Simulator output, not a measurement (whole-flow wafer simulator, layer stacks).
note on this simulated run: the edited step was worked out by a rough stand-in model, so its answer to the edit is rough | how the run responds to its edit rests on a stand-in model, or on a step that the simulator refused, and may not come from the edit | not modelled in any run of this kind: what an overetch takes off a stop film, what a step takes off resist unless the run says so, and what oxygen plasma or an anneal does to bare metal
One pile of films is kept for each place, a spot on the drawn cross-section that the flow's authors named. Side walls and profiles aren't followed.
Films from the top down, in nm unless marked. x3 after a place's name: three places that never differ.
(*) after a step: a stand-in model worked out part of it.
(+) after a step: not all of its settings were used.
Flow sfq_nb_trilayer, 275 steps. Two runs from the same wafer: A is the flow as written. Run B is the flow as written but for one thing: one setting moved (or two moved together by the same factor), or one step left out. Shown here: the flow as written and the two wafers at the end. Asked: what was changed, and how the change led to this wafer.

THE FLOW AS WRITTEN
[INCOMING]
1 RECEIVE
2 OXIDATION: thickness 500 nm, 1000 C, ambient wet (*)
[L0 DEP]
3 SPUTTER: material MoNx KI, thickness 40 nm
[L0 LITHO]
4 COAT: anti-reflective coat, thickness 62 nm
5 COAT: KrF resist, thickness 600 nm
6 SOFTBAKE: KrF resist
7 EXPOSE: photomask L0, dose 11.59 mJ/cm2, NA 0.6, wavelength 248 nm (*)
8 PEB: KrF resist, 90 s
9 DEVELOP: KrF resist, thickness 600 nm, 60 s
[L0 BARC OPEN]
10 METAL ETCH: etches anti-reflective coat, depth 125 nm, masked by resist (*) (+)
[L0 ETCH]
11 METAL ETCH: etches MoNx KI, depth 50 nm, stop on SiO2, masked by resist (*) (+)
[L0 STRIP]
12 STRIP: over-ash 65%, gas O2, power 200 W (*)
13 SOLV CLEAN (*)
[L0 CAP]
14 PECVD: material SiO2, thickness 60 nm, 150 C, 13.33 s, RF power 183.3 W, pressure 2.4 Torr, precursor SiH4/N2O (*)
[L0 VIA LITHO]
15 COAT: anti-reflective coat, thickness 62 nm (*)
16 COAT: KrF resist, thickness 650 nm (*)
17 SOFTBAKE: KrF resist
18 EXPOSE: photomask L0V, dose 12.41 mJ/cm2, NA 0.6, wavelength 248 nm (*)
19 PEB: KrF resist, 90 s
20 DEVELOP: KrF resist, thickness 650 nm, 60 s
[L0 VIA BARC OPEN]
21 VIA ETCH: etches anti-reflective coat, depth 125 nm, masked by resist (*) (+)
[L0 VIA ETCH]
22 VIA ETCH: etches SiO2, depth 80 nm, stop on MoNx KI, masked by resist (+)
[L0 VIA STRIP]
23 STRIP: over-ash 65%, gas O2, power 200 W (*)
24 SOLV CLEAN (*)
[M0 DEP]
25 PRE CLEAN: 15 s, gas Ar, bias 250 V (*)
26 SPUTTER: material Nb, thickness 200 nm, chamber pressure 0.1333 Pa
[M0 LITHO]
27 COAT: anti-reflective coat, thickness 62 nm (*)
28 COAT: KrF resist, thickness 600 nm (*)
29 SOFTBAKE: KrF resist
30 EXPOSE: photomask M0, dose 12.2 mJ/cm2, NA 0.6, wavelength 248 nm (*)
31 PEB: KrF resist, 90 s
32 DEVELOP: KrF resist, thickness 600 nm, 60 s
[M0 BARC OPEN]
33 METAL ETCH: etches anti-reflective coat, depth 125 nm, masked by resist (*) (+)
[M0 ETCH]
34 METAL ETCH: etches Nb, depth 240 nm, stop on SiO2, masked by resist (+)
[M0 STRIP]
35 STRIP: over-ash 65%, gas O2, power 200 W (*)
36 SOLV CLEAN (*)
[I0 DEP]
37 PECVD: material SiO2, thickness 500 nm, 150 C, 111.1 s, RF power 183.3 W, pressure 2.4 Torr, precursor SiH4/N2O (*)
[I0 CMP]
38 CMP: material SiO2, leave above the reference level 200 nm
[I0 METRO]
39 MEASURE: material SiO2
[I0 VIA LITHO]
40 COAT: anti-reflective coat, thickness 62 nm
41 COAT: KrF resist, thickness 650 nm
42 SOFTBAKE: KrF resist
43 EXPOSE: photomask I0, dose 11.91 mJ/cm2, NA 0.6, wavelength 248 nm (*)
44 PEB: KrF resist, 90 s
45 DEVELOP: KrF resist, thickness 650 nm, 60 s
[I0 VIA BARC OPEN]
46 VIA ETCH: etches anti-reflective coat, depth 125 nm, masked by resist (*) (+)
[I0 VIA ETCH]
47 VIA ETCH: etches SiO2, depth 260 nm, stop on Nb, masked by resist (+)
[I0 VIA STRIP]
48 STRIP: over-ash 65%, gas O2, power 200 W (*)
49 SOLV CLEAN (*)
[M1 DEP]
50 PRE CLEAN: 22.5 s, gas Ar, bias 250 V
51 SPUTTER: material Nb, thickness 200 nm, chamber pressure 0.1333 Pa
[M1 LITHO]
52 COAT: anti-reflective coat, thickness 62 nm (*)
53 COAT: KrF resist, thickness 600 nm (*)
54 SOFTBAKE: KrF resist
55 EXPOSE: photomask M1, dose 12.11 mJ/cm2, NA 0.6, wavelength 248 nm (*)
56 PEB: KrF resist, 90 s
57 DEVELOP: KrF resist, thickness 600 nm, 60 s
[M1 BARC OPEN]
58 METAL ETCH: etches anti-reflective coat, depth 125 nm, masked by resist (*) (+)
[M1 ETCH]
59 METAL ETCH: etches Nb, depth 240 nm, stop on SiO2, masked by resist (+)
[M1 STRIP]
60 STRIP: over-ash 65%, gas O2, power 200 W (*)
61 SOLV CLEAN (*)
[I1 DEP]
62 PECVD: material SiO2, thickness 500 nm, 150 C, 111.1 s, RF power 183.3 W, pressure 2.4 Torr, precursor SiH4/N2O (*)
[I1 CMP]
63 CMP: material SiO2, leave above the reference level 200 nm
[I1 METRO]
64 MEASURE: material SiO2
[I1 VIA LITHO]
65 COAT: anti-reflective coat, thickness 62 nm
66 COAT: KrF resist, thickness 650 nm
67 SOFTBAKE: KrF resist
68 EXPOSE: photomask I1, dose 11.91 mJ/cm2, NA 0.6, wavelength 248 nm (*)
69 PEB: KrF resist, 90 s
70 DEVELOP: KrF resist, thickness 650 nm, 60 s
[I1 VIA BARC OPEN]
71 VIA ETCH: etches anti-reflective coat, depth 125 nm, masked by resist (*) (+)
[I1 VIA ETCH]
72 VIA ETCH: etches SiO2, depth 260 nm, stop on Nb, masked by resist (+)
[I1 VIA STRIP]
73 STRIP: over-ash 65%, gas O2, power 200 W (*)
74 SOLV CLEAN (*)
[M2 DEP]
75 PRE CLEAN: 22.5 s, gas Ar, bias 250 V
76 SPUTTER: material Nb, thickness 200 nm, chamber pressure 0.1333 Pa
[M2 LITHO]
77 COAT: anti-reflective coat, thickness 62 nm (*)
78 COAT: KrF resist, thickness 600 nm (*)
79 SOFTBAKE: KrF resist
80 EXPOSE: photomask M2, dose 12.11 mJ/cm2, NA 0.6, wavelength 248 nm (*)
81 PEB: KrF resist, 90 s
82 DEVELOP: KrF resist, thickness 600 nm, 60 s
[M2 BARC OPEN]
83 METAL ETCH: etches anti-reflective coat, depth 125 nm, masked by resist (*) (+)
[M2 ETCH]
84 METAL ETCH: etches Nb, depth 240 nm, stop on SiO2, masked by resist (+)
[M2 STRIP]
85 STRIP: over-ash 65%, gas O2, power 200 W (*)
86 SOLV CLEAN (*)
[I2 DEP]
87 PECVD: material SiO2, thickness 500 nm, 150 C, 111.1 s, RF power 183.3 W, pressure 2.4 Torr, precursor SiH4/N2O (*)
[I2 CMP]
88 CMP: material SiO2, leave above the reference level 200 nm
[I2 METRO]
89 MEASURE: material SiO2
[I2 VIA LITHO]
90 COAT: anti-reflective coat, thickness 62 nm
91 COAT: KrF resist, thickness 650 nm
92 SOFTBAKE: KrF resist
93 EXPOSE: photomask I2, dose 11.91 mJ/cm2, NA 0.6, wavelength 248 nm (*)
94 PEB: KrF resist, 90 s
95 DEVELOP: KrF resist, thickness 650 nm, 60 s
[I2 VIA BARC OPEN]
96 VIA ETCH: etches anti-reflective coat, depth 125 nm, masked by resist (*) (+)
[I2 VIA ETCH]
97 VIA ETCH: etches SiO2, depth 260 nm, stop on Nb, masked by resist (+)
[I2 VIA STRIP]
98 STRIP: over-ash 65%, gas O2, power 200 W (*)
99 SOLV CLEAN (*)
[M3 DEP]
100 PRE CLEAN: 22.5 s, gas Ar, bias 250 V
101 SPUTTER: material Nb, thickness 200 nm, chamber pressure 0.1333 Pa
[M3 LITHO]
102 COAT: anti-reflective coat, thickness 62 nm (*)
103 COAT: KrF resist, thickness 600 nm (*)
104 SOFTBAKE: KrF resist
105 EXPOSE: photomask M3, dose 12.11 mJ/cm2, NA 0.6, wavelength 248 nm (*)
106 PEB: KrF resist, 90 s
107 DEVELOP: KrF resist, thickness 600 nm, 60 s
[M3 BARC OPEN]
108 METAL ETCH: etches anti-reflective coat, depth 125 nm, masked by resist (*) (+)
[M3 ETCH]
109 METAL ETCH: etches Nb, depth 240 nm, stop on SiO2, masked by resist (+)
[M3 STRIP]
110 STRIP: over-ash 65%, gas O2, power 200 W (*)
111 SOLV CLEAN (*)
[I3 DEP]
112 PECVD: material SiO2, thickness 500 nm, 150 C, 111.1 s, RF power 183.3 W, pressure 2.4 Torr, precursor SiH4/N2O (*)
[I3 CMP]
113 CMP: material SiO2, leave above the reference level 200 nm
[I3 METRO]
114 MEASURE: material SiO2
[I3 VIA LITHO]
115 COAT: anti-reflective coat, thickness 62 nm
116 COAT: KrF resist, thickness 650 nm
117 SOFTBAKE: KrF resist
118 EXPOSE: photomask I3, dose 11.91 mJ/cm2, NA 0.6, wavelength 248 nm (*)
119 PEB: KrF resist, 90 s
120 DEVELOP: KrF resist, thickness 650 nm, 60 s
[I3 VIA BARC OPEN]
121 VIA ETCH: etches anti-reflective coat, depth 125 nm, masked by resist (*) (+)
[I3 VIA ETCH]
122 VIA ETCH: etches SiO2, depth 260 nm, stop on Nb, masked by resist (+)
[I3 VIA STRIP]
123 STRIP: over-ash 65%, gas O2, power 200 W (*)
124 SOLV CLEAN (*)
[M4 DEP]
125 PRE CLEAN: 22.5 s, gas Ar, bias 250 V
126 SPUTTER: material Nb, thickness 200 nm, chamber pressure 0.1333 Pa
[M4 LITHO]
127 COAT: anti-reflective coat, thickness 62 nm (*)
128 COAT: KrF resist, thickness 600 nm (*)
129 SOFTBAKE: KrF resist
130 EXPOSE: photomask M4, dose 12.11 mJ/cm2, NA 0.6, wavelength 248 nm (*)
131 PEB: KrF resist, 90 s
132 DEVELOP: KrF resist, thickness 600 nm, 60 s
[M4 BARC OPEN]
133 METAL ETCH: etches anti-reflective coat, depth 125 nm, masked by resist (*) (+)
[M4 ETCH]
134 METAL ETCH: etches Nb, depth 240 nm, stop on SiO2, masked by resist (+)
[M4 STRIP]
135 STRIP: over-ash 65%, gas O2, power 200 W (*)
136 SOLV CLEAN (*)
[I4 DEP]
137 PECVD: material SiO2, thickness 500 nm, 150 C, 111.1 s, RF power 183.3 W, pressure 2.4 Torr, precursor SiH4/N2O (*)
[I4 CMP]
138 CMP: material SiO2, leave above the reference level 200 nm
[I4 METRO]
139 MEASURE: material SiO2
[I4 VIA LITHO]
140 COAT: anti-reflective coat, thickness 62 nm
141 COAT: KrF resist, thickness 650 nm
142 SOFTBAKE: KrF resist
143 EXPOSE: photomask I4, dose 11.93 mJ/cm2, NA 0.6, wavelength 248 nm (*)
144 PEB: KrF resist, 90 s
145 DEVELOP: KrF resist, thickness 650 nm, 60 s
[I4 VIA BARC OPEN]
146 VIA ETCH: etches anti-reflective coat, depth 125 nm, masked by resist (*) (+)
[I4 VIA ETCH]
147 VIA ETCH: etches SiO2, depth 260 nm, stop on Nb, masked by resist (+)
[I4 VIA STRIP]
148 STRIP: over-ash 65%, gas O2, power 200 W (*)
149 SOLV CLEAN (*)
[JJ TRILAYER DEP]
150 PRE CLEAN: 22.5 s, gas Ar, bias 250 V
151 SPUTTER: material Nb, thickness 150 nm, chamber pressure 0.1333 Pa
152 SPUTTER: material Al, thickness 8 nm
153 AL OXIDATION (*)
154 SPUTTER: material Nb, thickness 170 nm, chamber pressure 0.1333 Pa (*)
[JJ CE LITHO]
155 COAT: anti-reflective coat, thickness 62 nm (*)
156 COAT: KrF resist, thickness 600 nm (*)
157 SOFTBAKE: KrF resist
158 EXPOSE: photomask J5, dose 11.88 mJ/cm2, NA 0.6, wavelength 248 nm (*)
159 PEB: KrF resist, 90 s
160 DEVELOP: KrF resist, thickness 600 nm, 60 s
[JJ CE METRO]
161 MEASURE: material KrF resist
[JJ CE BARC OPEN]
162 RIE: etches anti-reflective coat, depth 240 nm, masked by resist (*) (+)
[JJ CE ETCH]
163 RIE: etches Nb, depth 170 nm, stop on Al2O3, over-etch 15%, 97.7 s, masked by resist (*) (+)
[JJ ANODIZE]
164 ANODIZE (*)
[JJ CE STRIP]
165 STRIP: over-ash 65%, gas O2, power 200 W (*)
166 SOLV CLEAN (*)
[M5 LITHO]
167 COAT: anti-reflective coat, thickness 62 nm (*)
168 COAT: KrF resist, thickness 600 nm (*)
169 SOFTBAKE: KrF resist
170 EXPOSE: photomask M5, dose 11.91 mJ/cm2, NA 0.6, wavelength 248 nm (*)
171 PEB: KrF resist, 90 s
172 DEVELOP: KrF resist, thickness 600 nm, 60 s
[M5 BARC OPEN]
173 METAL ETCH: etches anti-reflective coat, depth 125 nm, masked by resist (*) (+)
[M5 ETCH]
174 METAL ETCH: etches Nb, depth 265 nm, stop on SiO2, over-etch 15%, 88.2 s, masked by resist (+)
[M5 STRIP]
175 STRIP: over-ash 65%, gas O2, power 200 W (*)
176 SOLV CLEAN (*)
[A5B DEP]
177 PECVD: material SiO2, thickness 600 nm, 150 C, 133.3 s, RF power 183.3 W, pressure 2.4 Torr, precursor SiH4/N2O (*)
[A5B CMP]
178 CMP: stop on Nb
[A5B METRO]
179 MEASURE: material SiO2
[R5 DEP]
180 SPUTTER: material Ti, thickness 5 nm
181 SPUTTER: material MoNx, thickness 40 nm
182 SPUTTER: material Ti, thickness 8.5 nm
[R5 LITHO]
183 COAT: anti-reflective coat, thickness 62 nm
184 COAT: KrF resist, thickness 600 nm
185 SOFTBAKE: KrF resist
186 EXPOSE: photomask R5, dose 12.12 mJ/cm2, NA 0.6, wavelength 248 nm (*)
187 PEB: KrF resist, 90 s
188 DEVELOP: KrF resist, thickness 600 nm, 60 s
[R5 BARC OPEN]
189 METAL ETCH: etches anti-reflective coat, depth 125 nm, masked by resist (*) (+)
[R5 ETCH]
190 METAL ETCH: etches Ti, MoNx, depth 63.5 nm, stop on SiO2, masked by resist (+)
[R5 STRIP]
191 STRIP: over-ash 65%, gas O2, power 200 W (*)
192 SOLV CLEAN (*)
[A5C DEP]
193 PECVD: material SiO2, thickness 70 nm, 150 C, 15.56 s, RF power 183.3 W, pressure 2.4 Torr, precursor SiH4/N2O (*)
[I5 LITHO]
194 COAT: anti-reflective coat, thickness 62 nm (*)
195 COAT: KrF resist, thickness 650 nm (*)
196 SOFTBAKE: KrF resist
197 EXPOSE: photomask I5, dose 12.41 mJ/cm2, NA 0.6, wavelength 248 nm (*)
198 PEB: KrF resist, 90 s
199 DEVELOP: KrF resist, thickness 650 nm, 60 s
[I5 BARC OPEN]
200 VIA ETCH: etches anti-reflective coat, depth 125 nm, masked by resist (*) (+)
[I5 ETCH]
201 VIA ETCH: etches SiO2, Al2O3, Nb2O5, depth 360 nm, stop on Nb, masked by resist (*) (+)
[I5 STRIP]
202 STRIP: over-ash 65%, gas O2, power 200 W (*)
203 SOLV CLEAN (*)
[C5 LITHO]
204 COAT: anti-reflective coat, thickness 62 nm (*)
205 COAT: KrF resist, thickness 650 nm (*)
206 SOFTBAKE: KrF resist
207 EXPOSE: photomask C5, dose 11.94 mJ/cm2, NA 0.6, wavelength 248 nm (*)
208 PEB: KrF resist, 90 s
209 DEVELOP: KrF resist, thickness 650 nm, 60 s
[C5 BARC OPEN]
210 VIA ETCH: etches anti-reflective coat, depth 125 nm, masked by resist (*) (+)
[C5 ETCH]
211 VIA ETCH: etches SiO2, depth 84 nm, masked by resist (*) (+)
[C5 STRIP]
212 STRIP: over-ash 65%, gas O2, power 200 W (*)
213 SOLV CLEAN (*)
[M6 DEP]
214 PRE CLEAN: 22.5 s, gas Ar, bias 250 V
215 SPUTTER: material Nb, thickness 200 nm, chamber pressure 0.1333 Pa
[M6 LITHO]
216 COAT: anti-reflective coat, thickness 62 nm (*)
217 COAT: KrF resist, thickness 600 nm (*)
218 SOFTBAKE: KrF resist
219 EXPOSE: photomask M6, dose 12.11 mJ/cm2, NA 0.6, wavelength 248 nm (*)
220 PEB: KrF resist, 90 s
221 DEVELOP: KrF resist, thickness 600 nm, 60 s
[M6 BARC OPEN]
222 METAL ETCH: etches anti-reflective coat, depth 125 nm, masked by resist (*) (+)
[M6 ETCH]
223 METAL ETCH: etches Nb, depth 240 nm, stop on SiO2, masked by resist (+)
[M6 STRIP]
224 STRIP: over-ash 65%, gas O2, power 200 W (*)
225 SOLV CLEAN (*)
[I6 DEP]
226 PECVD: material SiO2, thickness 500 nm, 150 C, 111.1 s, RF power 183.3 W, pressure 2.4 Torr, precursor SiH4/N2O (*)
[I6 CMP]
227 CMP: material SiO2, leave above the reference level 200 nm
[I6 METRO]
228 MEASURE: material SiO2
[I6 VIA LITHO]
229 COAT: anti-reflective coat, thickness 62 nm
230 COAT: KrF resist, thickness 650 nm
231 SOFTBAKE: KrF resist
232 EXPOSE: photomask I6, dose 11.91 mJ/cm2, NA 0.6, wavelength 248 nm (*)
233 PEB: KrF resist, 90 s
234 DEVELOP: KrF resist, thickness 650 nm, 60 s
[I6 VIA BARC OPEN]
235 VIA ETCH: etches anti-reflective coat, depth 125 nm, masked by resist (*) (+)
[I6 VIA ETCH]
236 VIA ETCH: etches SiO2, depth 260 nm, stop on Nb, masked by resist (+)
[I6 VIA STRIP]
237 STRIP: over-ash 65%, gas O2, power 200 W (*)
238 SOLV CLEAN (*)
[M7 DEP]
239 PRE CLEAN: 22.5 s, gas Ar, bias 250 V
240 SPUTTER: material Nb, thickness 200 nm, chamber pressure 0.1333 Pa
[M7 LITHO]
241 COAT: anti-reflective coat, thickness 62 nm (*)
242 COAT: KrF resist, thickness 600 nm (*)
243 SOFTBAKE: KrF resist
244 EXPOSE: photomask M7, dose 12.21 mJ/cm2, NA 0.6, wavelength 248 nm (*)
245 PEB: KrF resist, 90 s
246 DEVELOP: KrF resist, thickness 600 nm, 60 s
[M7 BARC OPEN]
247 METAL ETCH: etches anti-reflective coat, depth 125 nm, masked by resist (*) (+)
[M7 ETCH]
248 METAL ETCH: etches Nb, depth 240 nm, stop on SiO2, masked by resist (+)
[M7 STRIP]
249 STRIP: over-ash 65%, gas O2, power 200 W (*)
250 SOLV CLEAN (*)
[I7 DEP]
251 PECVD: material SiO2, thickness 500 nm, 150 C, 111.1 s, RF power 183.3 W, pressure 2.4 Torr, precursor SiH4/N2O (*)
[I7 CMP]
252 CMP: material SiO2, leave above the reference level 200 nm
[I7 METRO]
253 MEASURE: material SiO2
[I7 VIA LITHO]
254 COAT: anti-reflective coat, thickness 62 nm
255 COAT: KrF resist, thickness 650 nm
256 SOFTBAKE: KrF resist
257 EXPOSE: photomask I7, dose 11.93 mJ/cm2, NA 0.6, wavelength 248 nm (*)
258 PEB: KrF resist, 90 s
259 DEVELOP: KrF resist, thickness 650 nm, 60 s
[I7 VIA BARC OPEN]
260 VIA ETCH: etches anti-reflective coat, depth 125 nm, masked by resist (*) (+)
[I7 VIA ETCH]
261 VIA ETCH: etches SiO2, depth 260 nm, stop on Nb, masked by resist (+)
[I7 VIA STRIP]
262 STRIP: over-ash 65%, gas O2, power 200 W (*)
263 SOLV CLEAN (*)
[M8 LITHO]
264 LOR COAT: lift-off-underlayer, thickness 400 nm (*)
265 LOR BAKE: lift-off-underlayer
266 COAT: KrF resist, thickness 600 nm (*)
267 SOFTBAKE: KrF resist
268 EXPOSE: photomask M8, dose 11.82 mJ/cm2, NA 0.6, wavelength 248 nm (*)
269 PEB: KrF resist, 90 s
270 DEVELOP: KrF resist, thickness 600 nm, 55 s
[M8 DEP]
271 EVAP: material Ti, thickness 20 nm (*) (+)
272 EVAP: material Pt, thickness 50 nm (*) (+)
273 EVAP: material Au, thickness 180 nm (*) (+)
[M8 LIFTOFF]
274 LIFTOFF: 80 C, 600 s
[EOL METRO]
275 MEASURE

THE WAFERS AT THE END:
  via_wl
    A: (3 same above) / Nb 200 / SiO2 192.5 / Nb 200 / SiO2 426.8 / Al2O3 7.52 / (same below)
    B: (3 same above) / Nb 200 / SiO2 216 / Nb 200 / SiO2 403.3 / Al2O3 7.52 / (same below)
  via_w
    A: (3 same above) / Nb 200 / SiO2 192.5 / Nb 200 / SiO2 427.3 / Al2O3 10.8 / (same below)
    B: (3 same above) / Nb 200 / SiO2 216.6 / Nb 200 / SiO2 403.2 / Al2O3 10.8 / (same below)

The cause: step 177, PECVD: thickness 360 nm was run, where the flow has thickness 600 nm; step 177, PECVD: 80 s was run, where the flow has 133.3 s.

How the change led to this, step by step:
  177 PECVD: material SiO2, thickness 600 nm, 150 C, 133.3 s, RF power 183.3 W, pressure 2.4 Torr, precursor SiH4/N2O (*)
      v_sur, via_sp, via_v and 47 more: A SiO2 +600 (new film) | B SiO2 +360 (new film)
      field_l, p4_fl, p4_fm and 39 more: A SiO2 +600 | B SiO2 +360
      (and at 14 more places)
  178 CMP: stop on Nb
      via_wl, via_wr: A SiO2 -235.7 | B nothing
      via_w: A SiO2 -235.2 | B nothing
      (and at 103 more places)
  181 SPUTTER: material MoNx, thickness 40 nm
      via_wl, via_wr: A MoNx +40 (new film) | B MoNx +38 (new film)
  182 SPUTTER: material Ti, thickness 8.5 nm
      via_wl, via_wr: A Ti +8.5 (new film) | B Ti +7.97 (new film)
  183 COAT: anti-reflective coat, thickness 62 nm
      via_wl, via_wr: A anti-reflective coat +62 (new film) | B anti-reflective coat +76.3 (new film)
      v_sur: A anti-reflective coat +62 (new film) | B anti-reflective coat +58.5 (new film)
      (and at 2 more places)
  189 METAL ETCH: etches anti-reflective coat, depth 125 nm, masked by resist (*) (+)
      via_wl, via_wr: A anti-reflective coat -62 (all of it) | B anti-reflective coat -76.3 (all of it)
      v_sur: A anti-reflective coat -62 (all of it) | B anti-reflective coat -58.5 (all of it)
      (and at 2 more places)
  190 METAL ETCH: etches Ti, MoNx, depth 63.5 nm, stop on SiO2, masked by resist (+)
      via_wl, via_wr: A Ti -8.5 (all of it), MoNx -40 (all of it), Ti -5 (all of it) | B Ti -7.97 (all of it), MoNx -38 (all of it), Ti -4.72 (all of it)
  194 COAT: anti-reflective coat, thickness 62 nm (*)
      v_sur: A anti-reflective coat +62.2 (new film) | B anti-reflective coat +58.7 (new film)
      via_wl: A anti-reflective coat +62.2 (new film) | B anti-reflective coat +73.4 (new film)
      (and at 3 more places)
  202 STRIP: over-ash 65%, gas O2, power 200 W (*)
      v_sur: A KrF resist -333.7 (all of it), anti-reflective coat -62.2 (all of it) | B KrF resist -333.1 (all of it), anti-reflective coat -58.7 (all of it)
      via_wl: A KrF resist -333.7 (all of it), anti-reflective coat -62.2 (all of it) | B KrF resist -340.8 (all of it), anti-reflective coat -73.4 (all of it)
      (and at 3 more places)
  204 COAT: anti-reflective coat, thickness 62 nm (*)
      v_sur: A anti-reflective coat +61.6 (new film) | B anti-reflective coat +58.1 (new film)
      via_wl: A anti-reflective coat +61.6 (new film) | B anti-reflective coat +72.7 (new film)
      (and at 3 more places)
  212 STRIP: over-ash 65%, gas O2, power 200 W (*)
      v_sur: A KrF resist -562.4 (all of it), anti-reflective coat -61.6 (all of it) | B KrF resist -561.8 (all of it), anti-reflective coat -58.1 (all of it)
      via_wl: A KrF resist -562.3 (all of it), anti-reflective coat -61.6 (all of it) | B KrF resist -569.2 (all of it), anti-reflective coat -72.7 (all of it)
      (and at 3 more places)
  216 COAT: anti-reflective coat, thickness 62 nm (*)
      v_sur: A anti-reflective coat +61.6 (new film) | B anti-reflective coat +57.8 (new film)
      via_wl: A anti-reflective coat +61.5 (new film) | B anti-reflective coat +71.7 (new film)
      (and at 3 more places)
  217 COAT: KrF resist, thickness 600 nm (*)
      via_w: A KrF resist +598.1 (new film) | B KrF resist +610.6 (new film)
  224 STRIP: over-ash 65%, gas O2, power 200 W (*)
      v_sur: A KrF resist -381.2 (all of it), anti-reflective coat -61.6 (all of it) | B KrF resist -380.4 (all of it), anti-reflective coat -57.8 (all of it)
      via_wl: A KrF resist -381 (all of it), anti-reflective coat -61.5 (all of it) | B KrF resist -388.4 (all of it), anti-reflective coat -71.7 (all of it)
      (and at 3 more places)
  227 CMP: material SiO2, leave above the reference level 200 nm
      via_wl, via_wr: A SiO2 -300 | B SiO2 -276.5
      via_w: A SiO2 -300 | B SiO2 -275.9
